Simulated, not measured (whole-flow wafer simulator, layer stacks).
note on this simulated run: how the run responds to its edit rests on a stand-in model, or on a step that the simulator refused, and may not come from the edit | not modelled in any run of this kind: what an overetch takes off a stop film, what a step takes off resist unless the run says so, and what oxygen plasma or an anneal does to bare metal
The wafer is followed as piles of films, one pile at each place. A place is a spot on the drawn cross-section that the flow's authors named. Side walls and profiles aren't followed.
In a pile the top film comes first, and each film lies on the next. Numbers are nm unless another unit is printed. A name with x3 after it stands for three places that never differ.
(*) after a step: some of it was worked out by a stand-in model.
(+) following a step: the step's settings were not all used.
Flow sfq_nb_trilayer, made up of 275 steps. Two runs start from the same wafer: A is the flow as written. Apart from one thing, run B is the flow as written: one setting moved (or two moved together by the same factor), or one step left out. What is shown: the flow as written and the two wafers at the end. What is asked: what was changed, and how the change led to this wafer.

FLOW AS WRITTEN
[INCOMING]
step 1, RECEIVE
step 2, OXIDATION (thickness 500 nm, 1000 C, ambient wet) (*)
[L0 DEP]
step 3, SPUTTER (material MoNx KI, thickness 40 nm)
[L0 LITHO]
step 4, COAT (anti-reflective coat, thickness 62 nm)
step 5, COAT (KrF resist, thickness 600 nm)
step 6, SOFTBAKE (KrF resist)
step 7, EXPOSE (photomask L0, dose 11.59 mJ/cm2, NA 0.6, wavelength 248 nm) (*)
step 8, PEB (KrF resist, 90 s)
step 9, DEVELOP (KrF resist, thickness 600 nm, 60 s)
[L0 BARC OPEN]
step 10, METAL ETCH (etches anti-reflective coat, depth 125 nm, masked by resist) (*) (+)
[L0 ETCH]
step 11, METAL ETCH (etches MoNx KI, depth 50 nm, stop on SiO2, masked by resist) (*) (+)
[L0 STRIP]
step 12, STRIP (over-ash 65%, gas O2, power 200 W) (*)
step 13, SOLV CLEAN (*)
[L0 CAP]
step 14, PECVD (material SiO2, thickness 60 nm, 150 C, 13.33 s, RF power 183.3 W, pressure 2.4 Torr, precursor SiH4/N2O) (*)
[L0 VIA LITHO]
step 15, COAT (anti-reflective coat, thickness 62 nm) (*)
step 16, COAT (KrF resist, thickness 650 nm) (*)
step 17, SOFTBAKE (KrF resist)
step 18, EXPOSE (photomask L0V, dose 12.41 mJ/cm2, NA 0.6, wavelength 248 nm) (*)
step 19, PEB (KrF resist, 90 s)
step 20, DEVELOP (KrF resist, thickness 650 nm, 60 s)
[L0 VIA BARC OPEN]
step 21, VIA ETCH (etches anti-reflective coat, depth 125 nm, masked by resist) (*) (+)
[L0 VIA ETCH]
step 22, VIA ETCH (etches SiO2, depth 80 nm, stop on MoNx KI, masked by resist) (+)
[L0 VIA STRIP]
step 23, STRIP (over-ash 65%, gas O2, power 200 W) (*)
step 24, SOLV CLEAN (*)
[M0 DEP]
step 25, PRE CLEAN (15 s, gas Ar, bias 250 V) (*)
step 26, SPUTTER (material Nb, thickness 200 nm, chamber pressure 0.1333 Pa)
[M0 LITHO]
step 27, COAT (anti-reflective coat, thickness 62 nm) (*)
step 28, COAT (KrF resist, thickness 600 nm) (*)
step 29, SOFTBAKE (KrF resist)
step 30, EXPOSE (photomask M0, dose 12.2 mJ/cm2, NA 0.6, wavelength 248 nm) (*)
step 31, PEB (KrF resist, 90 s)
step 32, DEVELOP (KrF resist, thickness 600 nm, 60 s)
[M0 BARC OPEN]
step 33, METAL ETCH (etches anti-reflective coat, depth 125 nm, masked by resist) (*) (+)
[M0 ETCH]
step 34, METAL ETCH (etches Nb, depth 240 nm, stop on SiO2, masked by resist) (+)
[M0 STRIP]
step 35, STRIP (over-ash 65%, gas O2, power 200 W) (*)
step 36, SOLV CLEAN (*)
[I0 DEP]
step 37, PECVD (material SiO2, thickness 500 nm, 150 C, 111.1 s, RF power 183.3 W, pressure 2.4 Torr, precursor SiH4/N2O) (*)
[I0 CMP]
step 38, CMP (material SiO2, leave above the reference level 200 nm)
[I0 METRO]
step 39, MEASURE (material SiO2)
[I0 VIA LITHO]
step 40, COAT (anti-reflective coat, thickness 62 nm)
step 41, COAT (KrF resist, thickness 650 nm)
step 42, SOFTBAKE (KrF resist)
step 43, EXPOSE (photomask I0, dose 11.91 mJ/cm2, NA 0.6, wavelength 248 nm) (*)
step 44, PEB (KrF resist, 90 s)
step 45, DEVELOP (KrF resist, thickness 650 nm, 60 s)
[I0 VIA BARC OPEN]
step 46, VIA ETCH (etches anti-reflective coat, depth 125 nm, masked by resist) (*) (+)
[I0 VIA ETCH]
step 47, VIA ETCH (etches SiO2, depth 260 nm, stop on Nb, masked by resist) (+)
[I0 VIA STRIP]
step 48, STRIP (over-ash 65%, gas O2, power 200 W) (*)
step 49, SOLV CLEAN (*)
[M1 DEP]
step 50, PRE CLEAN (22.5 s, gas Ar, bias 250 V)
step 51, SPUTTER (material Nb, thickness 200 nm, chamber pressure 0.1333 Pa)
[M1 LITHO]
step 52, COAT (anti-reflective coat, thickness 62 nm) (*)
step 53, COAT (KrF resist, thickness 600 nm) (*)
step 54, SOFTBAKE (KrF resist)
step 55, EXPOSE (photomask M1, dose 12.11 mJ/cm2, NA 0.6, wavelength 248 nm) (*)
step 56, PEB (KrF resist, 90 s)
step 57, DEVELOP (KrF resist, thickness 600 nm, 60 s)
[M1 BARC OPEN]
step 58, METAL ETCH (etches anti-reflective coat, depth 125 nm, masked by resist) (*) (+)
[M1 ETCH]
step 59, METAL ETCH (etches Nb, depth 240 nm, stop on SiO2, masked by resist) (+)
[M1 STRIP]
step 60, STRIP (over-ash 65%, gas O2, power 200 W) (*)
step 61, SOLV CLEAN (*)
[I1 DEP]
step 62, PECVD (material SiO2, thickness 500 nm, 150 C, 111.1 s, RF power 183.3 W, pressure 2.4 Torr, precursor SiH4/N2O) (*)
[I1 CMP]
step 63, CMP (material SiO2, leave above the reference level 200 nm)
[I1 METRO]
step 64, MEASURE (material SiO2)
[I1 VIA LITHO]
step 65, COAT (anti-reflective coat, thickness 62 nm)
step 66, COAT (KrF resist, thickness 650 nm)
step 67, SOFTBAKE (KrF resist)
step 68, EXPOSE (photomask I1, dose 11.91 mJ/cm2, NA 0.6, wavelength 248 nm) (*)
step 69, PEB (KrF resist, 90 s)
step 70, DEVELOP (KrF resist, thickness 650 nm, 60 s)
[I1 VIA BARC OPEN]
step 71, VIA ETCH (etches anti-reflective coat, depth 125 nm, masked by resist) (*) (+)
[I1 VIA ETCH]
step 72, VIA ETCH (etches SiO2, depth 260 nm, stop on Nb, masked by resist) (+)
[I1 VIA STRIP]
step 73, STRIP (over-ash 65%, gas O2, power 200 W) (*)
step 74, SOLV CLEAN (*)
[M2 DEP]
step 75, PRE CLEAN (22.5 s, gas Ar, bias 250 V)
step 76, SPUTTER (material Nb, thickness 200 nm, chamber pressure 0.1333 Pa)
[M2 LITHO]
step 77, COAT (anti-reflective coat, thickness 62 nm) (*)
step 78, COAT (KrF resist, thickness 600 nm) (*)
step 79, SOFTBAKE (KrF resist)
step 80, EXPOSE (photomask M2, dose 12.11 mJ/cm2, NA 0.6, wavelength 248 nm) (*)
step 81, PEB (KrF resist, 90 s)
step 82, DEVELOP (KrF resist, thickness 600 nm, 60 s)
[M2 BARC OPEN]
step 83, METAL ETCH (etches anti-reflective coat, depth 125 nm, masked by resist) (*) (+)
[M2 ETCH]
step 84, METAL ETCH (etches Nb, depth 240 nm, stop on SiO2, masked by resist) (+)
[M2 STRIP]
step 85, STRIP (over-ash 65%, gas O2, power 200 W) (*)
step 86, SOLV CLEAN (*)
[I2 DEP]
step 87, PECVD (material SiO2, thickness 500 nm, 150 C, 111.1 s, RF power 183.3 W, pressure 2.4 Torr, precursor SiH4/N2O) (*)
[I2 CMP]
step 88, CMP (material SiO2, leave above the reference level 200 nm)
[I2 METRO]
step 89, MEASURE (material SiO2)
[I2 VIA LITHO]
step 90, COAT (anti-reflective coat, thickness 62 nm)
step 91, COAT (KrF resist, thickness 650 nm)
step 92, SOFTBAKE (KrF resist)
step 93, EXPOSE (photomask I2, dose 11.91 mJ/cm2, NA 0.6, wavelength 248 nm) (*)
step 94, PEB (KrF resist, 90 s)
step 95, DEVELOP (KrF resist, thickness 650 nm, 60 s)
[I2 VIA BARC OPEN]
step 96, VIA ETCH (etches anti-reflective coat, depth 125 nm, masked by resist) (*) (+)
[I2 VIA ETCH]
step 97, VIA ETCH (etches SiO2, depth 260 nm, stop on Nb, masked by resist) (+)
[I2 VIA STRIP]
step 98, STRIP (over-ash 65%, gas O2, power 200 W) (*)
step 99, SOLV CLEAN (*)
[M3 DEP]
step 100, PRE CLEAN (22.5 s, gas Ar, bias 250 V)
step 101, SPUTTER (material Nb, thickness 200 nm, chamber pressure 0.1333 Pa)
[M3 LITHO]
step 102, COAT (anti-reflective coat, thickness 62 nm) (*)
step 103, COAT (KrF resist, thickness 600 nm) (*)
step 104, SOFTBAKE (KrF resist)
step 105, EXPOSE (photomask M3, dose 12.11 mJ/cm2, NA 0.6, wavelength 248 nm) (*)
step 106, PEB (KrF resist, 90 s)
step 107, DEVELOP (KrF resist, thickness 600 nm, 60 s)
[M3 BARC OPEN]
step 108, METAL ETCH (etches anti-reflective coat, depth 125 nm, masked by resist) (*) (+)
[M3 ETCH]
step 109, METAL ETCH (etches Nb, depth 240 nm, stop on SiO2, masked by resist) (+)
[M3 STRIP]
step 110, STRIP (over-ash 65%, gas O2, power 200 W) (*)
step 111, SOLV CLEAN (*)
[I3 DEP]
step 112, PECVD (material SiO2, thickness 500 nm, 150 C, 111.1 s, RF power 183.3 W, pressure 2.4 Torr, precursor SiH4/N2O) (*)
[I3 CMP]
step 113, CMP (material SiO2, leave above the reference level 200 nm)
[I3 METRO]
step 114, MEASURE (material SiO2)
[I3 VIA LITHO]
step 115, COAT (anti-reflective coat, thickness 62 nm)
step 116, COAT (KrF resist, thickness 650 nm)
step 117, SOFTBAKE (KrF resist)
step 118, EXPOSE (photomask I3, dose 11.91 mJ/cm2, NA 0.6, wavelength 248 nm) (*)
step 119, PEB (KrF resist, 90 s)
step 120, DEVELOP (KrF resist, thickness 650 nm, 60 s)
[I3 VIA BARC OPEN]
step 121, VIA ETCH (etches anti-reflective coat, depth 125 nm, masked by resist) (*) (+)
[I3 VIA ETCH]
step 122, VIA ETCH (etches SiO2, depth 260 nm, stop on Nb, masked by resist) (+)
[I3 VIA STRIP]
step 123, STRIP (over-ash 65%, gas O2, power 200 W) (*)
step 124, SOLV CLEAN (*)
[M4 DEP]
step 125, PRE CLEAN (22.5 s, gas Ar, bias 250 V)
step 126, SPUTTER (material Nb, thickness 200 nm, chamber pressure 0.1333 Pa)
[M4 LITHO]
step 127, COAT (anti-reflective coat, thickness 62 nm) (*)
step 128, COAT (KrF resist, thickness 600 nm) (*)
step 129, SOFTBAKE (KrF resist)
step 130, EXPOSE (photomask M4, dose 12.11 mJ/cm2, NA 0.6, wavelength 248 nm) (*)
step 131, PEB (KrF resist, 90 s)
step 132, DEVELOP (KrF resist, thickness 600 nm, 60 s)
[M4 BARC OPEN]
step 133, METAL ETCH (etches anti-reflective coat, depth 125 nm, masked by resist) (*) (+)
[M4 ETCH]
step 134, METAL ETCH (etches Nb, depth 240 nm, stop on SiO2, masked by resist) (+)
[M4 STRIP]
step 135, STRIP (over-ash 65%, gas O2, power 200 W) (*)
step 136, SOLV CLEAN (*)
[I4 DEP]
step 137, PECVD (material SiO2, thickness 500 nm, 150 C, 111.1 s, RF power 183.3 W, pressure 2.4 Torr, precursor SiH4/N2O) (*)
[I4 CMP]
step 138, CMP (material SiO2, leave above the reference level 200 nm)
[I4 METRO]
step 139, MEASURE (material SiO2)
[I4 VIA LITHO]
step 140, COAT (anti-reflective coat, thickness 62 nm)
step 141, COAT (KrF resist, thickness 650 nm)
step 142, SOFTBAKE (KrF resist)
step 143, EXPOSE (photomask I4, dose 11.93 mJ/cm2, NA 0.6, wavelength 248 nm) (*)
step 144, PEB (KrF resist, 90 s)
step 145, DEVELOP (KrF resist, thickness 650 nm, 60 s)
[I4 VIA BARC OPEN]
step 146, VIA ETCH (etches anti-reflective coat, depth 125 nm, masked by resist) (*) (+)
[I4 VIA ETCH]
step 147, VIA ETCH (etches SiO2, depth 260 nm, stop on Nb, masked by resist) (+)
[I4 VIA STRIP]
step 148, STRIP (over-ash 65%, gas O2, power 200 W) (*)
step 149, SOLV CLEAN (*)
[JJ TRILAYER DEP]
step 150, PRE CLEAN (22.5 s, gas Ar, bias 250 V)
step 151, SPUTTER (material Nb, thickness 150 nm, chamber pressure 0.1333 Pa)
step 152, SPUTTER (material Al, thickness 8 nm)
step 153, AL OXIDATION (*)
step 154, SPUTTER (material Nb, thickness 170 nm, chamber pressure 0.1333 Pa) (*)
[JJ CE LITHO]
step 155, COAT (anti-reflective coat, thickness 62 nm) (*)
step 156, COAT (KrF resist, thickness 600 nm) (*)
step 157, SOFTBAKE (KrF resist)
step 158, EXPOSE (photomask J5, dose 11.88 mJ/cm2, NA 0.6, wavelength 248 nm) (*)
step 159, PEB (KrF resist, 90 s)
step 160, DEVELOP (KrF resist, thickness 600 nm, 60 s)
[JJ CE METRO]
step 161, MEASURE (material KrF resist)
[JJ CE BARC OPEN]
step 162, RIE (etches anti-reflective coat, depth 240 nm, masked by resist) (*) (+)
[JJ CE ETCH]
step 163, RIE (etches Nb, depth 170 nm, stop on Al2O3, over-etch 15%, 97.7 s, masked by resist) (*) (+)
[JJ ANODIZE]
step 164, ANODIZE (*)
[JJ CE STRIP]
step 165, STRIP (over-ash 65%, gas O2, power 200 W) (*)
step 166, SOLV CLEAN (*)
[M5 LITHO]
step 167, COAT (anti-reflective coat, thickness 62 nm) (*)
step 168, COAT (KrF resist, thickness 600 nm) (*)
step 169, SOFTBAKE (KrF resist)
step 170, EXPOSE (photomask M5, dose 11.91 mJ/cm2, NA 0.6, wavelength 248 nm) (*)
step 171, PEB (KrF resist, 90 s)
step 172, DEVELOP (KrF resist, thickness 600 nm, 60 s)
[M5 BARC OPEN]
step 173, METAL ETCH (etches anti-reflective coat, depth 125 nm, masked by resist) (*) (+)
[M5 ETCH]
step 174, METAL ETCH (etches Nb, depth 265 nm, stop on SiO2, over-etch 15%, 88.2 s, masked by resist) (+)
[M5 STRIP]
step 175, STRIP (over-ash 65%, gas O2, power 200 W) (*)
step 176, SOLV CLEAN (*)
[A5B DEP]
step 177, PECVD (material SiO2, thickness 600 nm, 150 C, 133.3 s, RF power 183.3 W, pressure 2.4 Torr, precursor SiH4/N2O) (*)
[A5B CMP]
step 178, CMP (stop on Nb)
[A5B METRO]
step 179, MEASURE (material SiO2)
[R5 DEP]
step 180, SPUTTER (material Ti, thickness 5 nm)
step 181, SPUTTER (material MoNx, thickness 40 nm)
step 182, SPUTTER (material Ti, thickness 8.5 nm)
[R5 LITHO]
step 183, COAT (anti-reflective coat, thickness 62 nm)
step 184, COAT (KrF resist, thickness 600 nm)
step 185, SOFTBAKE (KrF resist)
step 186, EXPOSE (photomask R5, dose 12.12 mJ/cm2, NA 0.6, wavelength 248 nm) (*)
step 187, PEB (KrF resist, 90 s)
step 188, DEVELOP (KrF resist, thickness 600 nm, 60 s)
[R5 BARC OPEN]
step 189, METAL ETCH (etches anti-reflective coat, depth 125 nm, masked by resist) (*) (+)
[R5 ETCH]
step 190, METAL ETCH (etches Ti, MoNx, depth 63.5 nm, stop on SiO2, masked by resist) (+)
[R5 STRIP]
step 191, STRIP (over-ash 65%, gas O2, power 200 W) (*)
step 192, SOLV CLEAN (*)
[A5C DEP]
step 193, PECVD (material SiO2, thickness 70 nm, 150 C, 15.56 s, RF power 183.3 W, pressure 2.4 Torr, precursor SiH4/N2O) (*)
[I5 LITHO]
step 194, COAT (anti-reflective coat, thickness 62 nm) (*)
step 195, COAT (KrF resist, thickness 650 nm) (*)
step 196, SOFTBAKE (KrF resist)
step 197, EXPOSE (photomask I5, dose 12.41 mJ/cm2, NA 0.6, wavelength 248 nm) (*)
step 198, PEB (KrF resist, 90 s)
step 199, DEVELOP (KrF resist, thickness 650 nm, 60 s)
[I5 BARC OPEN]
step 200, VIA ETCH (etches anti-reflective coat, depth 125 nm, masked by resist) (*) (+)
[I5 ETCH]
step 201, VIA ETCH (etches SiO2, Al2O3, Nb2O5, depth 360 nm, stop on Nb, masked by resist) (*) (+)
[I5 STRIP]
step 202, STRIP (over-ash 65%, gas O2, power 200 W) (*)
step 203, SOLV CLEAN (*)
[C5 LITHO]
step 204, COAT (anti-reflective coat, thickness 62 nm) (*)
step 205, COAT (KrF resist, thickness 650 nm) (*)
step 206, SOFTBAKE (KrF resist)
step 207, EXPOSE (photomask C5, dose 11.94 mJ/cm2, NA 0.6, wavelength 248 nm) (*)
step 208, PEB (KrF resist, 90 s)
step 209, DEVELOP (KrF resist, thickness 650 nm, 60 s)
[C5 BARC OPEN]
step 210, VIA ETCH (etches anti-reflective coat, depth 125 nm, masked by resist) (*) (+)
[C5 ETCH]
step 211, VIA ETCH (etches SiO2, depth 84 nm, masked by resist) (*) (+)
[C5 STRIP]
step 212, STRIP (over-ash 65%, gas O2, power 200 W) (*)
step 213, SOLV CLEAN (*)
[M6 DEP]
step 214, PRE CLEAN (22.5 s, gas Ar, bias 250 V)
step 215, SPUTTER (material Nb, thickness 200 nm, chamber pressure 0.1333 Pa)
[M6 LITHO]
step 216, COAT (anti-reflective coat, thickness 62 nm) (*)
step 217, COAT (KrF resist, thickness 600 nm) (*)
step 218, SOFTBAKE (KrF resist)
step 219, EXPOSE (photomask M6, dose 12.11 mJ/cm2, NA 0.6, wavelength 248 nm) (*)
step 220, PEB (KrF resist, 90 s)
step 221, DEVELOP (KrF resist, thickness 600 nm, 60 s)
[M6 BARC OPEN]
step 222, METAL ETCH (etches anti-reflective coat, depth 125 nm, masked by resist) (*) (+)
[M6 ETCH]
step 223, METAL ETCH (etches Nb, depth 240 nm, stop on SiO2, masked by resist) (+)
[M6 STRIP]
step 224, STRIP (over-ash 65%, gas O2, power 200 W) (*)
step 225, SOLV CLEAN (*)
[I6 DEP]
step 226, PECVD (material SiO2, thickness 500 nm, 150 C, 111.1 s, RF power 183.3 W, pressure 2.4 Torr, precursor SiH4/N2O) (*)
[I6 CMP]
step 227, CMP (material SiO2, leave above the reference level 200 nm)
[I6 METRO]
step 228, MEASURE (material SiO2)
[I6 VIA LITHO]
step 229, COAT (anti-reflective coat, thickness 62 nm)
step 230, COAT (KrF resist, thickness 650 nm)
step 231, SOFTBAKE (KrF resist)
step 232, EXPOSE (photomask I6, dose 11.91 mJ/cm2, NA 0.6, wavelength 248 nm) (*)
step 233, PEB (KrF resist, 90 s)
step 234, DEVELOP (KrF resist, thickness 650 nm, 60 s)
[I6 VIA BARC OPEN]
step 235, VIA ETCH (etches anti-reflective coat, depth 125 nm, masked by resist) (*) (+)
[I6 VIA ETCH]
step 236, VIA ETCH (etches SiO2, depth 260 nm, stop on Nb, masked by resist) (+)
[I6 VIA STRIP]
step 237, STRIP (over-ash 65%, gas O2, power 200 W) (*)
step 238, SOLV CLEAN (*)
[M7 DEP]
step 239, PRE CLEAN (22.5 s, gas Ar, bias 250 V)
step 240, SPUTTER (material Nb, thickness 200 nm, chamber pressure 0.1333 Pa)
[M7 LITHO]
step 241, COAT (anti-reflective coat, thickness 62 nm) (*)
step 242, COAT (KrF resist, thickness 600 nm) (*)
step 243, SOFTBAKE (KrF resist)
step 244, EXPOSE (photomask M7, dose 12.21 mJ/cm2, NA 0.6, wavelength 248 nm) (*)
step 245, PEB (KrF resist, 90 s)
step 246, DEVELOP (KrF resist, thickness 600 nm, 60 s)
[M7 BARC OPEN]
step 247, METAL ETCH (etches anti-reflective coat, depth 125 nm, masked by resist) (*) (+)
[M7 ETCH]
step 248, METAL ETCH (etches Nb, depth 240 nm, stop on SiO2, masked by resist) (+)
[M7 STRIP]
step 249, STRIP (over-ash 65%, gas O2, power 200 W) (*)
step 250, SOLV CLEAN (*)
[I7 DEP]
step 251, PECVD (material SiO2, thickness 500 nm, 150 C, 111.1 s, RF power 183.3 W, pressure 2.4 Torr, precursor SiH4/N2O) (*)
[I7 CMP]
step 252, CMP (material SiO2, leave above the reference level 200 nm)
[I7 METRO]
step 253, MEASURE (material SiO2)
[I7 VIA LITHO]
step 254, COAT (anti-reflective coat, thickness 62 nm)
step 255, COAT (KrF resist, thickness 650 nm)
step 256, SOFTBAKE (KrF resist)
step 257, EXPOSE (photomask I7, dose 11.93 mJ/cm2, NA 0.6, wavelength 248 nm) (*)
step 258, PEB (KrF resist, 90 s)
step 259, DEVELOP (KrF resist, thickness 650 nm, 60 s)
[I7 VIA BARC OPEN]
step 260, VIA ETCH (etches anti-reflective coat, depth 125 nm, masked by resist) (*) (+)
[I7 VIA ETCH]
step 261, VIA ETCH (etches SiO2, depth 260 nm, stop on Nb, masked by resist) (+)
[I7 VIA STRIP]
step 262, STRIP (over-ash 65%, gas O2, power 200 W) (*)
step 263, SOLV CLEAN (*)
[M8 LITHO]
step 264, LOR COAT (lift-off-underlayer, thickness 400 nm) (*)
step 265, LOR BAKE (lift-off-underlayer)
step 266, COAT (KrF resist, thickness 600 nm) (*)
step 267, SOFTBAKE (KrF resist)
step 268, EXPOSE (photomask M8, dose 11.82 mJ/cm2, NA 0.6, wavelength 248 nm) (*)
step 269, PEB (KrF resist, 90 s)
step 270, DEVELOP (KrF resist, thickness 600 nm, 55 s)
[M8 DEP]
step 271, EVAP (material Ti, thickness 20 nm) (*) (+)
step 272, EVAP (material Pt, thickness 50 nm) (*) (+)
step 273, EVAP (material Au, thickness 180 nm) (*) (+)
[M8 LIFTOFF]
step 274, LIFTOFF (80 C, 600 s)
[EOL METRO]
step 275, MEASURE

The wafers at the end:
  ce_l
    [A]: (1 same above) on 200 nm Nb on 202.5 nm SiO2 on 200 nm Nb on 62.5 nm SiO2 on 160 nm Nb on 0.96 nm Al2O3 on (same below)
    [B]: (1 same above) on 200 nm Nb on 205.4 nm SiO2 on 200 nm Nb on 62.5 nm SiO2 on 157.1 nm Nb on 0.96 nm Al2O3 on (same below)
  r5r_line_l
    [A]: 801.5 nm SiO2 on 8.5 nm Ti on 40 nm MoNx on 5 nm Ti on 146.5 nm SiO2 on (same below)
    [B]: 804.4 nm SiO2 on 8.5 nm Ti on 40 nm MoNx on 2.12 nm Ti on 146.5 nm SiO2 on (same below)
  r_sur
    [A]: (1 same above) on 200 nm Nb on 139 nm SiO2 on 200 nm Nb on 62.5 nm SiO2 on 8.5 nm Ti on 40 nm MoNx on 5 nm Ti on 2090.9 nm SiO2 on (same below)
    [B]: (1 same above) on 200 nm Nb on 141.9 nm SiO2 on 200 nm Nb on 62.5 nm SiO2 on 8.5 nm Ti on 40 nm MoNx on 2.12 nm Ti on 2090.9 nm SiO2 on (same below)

What caused this: step 180, SPUTTER: thickness 2.12 nm was run, whereas the flow has thickness 5 nm.
The wafer lets one read it off: r5r_line_l has Ti 2.12, and step 180 as written asks for 5 nm.

Step by step, how the change led to this:
  step 180, SPUTTER (material Ti, thickness 5 nm)
      field_l, v_sur, via_wl and 103 more: A Ti gains 5 (new film) | B Ti gains 2.12 (new film)
  step 190, METAL ETCH (etches Ti, MoNx, depth 63.5 nm, stop on SiO2, masked by resist) (+)
      field_l, v_sur, via_wl and 92 more: A Ti loses 8.5 (all of it), MoNx loses 40 (all of it), Ti loses 5 (all of it) | B Ti loses 8.5 (all of it), MoNx loses 40 (all of it), Ti loses 2.12 (all of it)
      ce_l, c5j, ce_r, wl_jj: A Ti loses 8.5 (all of it), MoNx loses 40 (all of it), Ti loses 5 (all of it), Nb loses 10 | B Ti loses 8.5 (all of it), MoNx loses 40 (all of it), Ti loses 2.12 (all of it), Nb loses 12.9
